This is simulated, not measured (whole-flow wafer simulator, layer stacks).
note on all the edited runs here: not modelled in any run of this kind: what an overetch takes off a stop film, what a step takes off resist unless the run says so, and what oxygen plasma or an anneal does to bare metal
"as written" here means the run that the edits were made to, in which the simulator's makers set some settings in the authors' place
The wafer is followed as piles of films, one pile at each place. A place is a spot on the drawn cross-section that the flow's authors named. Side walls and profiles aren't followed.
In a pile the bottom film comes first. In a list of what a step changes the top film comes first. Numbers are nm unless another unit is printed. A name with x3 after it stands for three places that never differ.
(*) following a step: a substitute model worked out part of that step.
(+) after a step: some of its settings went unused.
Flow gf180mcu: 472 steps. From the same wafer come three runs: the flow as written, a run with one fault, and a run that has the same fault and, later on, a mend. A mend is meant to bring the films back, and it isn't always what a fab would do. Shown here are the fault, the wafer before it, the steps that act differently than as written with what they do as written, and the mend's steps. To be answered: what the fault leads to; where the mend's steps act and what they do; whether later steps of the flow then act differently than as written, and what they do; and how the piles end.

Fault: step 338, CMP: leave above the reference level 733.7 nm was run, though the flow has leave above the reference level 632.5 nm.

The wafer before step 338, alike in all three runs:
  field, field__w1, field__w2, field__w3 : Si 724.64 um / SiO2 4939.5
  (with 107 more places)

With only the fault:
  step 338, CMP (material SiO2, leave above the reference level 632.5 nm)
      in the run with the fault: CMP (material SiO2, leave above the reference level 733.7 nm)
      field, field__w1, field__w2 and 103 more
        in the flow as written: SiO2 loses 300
        in the run with the fault: SiO2 loses 198.8
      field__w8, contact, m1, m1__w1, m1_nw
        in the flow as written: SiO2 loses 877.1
        in the run with the fault: SiO2 loses 775.9
  Later steps of the flow acting differently than as written (1 more step, not shown, differs only slightly: by at most 2% or 0.5 nm, whichever is larger):
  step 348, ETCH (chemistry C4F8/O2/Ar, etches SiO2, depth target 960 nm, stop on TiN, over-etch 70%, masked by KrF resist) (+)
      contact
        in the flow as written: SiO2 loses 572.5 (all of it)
        in the run with the fault: SiO2 loses 673.7 (all of it)
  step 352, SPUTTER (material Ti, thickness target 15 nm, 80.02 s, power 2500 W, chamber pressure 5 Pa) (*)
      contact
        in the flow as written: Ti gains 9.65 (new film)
        in the run with the fault: Ti gains 9.1 (new film)
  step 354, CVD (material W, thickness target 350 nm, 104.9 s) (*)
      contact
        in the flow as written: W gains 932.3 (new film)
        in the run with the fault: W gains 1034.4 (new film)
  The piles end different from the flow's at field__w8, contact, m1, m1__w1, m1_nw by more than 2% or 0.5 nm, whichever is larger.
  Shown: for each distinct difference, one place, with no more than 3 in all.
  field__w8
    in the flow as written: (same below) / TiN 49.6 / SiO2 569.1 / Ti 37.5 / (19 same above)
    in the run with the fault: (same below) / TiN 49.6 / SiO2 670.3 / Ti 37.5 / (19 same above)
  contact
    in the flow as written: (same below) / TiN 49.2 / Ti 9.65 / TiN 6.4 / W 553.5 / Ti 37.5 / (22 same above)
    in the run with the fault: (same below) / TiN 49.2 / Ti 9.1 / TiN 6.04 / W 655.6 / Ti 37.5 / (22 same above)

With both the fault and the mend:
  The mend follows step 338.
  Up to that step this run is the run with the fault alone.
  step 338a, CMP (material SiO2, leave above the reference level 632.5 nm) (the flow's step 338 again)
      field, field__w1, field__w2 and 108 more
        SiO2 loses 101.2
  None of the later steps of the flow acts differently than as written at any place that is followed.
  At every place that both follow, the piles at the end match the flow's.
